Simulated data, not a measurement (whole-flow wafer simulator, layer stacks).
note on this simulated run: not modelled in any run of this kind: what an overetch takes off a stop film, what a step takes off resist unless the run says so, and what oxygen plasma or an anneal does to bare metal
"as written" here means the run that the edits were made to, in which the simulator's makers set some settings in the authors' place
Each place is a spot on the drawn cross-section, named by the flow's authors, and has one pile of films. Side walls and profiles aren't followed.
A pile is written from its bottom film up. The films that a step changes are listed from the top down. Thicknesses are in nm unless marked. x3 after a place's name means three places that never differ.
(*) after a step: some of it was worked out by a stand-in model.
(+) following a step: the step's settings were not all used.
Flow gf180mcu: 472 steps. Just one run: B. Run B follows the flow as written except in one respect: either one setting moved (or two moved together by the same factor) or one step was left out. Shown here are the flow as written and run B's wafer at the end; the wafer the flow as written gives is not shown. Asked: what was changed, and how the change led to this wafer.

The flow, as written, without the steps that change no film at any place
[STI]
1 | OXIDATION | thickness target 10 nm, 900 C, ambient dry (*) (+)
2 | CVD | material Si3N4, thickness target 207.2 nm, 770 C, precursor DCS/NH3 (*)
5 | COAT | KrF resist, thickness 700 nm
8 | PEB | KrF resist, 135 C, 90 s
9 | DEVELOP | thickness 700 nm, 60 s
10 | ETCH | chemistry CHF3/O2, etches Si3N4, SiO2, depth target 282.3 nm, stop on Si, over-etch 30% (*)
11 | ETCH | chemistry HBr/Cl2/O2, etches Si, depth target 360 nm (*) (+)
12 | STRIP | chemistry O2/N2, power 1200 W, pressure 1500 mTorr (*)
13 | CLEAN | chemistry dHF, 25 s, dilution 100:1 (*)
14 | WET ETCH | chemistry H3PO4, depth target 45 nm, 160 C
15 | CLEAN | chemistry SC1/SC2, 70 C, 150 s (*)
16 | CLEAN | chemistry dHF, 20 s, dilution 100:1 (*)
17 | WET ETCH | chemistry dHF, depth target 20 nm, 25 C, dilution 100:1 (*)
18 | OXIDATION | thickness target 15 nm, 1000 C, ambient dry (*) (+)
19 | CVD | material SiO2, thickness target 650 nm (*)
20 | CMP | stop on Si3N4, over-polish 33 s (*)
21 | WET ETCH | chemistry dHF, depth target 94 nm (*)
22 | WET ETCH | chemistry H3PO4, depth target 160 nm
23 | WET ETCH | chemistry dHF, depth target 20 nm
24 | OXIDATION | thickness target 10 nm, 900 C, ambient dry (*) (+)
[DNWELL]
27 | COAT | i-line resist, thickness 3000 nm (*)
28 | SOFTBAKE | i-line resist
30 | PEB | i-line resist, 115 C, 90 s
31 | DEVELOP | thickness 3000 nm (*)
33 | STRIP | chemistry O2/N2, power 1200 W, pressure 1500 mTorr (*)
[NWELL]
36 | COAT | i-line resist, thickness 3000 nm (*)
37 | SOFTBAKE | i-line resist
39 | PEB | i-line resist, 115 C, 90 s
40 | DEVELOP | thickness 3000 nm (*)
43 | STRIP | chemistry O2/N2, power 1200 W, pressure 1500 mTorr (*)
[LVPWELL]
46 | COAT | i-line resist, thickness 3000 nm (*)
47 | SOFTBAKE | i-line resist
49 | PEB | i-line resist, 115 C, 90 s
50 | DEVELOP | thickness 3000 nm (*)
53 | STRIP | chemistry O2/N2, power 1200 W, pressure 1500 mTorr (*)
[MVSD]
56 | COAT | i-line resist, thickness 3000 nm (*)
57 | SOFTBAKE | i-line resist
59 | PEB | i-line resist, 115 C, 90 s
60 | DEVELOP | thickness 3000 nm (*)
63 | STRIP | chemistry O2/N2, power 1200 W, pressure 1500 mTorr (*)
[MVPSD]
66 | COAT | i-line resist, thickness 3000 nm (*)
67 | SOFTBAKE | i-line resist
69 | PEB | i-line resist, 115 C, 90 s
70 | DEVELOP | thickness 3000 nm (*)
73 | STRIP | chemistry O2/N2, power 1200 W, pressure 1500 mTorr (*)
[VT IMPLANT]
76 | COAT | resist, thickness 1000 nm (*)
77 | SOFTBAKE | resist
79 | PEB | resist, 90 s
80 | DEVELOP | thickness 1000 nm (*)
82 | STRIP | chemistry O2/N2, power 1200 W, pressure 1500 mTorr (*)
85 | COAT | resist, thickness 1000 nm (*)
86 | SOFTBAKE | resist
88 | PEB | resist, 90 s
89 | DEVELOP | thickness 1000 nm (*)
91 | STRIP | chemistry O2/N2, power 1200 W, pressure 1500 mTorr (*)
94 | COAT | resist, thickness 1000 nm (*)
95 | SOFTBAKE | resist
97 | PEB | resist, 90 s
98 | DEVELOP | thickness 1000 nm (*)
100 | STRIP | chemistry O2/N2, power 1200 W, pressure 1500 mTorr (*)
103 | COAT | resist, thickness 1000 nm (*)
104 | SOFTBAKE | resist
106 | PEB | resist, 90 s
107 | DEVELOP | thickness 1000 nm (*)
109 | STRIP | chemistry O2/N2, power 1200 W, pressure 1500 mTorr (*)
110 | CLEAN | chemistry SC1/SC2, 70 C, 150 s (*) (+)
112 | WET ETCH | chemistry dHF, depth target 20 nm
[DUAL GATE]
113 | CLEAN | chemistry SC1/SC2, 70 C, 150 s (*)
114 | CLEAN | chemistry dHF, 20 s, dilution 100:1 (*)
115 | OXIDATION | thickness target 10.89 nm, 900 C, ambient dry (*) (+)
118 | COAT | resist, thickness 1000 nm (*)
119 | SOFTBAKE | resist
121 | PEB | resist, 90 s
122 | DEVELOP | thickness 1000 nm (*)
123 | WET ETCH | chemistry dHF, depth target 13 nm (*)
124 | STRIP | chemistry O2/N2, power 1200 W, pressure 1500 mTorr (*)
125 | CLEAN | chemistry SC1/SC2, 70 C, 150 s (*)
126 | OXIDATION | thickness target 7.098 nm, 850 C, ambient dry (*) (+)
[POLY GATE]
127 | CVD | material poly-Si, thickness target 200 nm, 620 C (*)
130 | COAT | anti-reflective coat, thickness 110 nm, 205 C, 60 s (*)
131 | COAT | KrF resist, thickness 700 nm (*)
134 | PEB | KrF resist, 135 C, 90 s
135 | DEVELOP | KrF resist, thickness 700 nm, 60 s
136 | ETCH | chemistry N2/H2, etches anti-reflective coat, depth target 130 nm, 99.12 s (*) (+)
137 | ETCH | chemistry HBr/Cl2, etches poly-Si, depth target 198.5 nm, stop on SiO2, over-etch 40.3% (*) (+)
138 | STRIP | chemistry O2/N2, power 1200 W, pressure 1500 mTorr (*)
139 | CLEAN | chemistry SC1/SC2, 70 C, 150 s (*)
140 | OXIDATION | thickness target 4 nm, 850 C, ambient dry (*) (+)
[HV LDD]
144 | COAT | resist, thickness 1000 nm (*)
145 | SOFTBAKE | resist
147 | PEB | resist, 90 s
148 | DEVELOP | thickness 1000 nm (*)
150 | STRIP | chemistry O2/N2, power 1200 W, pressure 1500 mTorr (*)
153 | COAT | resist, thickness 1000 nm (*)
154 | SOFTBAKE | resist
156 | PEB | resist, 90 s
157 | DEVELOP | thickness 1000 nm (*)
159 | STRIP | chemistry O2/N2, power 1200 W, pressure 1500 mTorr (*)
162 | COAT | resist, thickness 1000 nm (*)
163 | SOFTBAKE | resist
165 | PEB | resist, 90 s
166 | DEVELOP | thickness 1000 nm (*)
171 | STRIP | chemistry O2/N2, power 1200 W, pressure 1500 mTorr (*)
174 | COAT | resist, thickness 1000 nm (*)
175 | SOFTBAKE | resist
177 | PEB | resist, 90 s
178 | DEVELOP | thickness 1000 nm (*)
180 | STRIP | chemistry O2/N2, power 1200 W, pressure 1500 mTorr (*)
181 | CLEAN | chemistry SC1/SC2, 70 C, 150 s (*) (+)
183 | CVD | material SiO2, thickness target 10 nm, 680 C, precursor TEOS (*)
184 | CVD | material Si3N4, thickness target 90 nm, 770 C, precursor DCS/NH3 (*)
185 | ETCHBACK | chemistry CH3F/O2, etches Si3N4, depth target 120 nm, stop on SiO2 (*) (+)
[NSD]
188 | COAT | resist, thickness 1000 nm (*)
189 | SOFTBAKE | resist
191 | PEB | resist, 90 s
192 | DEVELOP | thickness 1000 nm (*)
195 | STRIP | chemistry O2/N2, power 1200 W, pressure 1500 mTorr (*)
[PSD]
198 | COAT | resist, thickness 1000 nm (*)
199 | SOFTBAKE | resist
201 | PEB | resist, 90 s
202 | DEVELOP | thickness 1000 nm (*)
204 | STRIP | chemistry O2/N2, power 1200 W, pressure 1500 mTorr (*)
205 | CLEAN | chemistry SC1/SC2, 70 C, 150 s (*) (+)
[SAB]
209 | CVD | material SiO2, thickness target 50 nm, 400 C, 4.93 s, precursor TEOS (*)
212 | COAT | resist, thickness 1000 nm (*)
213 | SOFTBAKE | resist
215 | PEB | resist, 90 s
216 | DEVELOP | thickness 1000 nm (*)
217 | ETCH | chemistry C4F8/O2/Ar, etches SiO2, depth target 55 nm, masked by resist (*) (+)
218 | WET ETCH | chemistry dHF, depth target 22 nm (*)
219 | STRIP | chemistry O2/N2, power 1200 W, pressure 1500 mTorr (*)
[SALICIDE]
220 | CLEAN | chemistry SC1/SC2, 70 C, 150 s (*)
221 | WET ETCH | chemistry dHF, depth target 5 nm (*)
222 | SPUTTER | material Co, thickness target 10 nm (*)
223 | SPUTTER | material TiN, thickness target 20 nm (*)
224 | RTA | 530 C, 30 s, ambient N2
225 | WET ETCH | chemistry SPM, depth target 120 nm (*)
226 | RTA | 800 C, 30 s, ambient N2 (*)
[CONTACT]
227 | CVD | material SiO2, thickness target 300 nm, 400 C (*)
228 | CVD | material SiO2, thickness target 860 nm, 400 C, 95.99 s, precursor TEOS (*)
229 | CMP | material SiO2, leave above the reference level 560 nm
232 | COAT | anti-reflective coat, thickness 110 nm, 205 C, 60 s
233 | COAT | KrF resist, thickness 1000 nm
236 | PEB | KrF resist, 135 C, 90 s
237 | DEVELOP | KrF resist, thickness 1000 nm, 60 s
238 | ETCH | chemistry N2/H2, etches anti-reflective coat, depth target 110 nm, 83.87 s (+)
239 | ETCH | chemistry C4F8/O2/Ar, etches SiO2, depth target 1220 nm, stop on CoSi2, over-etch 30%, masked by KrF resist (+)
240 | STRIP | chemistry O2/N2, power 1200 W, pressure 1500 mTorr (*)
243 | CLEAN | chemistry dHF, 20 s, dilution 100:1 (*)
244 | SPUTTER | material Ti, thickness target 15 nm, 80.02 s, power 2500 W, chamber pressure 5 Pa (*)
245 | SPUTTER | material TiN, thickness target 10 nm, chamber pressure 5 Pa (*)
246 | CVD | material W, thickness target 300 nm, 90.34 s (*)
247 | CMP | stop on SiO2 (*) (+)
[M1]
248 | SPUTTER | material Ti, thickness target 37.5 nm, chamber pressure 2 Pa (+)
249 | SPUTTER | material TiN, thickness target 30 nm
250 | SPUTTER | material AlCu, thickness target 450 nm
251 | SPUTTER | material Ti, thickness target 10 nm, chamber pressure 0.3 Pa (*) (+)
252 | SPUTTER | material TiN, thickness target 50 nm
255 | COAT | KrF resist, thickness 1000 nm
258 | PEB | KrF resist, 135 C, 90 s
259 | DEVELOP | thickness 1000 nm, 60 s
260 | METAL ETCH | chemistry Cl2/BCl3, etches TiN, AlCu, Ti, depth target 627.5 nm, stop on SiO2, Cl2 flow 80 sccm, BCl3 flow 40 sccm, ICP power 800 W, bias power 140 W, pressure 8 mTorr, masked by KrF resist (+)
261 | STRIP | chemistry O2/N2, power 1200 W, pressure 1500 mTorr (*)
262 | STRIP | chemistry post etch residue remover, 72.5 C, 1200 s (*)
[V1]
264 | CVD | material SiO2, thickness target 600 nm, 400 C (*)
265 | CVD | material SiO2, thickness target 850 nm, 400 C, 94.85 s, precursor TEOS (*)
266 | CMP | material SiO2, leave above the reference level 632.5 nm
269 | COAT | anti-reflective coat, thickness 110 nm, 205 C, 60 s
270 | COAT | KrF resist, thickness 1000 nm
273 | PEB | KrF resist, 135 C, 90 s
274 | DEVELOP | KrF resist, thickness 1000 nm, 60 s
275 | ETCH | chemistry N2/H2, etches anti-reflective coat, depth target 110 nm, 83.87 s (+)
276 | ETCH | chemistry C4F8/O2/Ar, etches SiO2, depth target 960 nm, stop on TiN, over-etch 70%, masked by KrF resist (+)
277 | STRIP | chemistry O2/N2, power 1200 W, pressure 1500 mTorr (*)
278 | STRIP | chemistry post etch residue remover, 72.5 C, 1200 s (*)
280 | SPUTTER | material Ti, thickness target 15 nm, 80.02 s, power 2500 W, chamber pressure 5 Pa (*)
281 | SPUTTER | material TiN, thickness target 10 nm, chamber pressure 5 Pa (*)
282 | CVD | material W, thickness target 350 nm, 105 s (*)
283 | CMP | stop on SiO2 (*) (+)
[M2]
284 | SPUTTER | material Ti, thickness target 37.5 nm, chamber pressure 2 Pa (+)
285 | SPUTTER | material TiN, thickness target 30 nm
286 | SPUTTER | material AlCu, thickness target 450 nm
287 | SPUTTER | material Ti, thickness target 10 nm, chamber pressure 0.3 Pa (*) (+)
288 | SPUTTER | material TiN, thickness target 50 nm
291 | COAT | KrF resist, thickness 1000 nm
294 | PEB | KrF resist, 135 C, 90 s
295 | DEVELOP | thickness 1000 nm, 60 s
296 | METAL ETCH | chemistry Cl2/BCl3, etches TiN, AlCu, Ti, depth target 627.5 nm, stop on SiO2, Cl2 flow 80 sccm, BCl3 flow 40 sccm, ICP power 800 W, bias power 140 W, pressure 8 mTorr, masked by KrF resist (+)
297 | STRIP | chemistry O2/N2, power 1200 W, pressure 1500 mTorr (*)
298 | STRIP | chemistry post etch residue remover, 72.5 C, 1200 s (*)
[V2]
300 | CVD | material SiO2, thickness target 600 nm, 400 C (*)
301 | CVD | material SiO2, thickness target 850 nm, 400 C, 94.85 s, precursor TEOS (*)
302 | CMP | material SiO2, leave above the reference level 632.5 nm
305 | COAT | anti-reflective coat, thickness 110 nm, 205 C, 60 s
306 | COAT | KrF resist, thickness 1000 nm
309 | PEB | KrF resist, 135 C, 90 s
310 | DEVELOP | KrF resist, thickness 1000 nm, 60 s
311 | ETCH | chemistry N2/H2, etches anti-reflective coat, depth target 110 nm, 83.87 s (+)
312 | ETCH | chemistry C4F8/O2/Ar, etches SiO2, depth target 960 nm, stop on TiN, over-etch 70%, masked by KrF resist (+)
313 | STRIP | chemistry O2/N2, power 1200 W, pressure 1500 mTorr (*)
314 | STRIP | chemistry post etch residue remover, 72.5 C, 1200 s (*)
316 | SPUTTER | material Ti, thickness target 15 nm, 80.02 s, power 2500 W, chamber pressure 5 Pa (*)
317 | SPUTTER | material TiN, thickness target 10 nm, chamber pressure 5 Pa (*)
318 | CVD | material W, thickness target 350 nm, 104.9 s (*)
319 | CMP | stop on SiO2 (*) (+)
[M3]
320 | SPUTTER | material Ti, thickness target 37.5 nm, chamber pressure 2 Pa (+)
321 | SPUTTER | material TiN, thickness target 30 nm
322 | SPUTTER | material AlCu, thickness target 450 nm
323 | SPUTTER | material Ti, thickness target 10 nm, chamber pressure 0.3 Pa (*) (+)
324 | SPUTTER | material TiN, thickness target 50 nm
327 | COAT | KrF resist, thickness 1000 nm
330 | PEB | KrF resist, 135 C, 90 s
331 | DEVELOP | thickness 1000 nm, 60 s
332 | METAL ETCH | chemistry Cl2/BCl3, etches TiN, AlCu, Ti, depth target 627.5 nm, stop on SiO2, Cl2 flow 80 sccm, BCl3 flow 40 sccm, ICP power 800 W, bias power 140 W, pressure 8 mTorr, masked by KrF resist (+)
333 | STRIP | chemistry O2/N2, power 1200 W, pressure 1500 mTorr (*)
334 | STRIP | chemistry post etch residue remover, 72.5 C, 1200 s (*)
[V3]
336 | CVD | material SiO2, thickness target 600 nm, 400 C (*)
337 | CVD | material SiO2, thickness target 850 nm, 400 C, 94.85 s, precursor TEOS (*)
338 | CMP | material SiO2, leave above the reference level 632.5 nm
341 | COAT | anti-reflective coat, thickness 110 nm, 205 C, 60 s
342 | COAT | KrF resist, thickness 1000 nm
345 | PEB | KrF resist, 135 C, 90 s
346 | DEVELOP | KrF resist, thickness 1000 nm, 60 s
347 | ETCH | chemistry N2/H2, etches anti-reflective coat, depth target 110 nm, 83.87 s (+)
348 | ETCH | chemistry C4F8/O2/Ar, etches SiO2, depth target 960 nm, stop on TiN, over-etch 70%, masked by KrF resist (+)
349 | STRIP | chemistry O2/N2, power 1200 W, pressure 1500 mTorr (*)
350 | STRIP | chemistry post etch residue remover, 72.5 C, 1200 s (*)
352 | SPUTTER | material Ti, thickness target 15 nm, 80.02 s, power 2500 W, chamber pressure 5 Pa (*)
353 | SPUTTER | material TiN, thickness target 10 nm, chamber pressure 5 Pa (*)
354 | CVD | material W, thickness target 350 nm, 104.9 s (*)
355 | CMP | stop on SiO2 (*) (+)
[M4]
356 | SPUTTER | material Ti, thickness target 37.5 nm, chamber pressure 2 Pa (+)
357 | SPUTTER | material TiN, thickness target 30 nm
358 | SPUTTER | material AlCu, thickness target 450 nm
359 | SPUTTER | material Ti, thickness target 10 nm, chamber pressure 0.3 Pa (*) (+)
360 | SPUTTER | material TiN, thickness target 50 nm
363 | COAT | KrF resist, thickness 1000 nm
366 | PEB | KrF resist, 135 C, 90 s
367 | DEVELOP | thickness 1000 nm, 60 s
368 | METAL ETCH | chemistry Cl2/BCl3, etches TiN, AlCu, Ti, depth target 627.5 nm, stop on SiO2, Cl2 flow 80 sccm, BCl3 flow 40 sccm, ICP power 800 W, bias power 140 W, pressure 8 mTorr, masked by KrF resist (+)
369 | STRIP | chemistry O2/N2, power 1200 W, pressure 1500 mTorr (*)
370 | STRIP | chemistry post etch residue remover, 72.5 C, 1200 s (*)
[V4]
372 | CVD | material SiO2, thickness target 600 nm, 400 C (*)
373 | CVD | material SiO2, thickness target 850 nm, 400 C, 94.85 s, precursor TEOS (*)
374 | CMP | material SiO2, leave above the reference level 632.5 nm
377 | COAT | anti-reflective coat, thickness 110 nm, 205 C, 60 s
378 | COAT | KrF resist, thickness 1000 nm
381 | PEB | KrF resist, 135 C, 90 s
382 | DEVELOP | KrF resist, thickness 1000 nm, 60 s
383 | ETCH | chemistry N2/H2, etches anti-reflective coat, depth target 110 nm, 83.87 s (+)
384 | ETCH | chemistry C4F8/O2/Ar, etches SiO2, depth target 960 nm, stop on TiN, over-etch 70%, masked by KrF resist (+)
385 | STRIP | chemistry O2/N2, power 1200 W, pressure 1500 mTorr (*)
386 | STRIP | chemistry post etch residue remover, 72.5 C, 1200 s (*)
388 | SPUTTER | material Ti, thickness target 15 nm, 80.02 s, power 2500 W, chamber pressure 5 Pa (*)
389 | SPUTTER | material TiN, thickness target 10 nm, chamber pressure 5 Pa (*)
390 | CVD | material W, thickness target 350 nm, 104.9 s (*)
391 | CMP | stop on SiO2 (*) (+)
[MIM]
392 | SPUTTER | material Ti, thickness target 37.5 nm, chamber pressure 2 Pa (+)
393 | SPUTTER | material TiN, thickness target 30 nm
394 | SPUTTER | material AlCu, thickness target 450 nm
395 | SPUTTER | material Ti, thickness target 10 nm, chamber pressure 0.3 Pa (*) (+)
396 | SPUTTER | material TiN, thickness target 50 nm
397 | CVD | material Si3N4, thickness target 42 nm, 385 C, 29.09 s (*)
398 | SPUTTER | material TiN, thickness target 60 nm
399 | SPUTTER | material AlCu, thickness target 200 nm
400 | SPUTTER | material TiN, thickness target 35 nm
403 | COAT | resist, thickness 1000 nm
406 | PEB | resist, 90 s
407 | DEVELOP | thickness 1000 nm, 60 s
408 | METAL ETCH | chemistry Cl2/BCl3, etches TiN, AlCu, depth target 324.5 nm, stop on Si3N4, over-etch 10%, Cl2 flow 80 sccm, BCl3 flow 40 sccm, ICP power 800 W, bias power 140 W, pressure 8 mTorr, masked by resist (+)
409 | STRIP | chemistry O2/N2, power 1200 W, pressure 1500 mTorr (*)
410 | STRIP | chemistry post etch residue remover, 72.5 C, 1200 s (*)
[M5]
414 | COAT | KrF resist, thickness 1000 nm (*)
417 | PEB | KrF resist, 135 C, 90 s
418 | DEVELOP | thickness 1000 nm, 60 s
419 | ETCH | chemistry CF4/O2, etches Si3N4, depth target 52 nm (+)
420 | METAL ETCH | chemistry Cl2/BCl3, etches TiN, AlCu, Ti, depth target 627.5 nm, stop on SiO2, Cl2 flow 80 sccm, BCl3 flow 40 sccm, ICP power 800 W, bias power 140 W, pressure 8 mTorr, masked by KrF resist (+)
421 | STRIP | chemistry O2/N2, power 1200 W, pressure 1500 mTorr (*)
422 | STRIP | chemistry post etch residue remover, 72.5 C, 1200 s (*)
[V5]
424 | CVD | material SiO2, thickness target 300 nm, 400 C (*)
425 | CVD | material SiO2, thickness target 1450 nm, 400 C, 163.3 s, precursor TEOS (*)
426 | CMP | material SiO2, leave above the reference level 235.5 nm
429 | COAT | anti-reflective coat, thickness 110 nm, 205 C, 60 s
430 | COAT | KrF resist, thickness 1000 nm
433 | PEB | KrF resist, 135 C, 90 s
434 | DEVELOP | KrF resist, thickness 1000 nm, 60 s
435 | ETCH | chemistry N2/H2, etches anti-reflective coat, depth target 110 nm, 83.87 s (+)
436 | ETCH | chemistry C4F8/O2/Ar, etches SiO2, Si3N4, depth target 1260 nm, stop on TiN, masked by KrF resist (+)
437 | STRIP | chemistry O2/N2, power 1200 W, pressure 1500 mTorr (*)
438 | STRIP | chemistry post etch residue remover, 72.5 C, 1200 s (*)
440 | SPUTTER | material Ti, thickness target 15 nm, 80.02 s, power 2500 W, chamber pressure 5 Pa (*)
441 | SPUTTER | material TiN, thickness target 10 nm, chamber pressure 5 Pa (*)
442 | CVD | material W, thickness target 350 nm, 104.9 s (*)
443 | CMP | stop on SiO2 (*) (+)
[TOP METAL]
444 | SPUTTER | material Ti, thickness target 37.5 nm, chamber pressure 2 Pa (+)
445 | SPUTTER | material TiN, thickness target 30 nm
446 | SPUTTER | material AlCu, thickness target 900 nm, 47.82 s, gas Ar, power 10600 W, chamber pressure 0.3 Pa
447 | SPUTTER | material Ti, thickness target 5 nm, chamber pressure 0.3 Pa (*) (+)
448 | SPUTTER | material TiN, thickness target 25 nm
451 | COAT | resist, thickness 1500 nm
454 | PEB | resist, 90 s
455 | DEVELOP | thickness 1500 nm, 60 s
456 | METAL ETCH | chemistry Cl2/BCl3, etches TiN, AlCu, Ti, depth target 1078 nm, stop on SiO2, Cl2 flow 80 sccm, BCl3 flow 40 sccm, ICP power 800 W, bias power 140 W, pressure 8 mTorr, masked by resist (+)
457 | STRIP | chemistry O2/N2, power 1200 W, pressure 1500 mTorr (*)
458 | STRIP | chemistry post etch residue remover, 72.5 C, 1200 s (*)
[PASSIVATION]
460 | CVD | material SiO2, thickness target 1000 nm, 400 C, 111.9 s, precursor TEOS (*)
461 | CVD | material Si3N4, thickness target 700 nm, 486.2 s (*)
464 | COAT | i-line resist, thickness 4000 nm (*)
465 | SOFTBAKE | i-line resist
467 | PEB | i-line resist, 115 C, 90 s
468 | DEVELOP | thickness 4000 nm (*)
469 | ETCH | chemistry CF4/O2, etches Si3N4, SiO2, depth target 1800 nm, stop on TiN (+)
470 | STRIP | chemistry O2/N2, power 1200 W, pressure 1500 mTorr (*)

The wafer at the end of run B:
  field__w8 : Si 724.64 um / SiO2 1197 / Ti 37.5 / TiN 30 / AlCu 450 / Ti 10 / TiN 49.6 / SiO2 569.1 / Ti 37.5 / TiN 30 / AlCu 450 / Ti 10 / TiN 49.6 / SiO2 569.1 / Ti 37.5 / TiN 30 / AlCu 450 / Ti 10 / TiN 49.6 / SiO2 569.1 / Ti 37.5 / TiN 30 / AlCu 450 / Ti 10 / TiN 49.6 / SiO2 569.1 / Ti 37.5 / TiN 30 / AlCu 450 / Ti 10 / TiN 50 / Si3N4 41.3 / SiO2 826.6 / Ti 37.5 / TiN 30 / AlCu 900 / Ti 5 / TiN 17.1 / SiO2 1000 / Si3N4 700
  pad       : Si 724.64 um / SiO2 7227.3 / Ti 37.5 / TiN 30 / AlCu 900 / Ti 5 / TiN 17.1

Cause: step 448, SPUTTER: thickness target 17.5 nm was run, while the flow as written has thickness target 25 nm.

Step by step, how the change led to this:
  448 | SPUTTER | material TiN, thickness target 25 nm
      field, field__w1, field__w2 and 109 more: TiN gains 17.5 (new film) (it would be, as written: TiN gains 25 (new film))
  456 | METAL ETCH | chemistry Cl2/BCl3, etches TiN, AlCu, Ti, depth target 1078 nm, stop on SiO2, Cl2 flow 80 sccm, BCl3 flow 40 sccm, ICP power 800 W, bias power 140 W, pressure 8 mTorr, masked by resist (+)
      field, field__w1, field__w2 and 103 more: TiN loses 17.5 (all of it), Ti loses 5 (all of it), AlCu loses 900 (all of it), TiN loses 30 (all of it), Ti loses 37.5 (all of it) (it would be, as written: TiN loses 25 (all of it), Ti loses 5 (all of it), AlCu loses 900 (all of it), TiN loses 30 (all of it), Ti loses 37.5 (all of it))
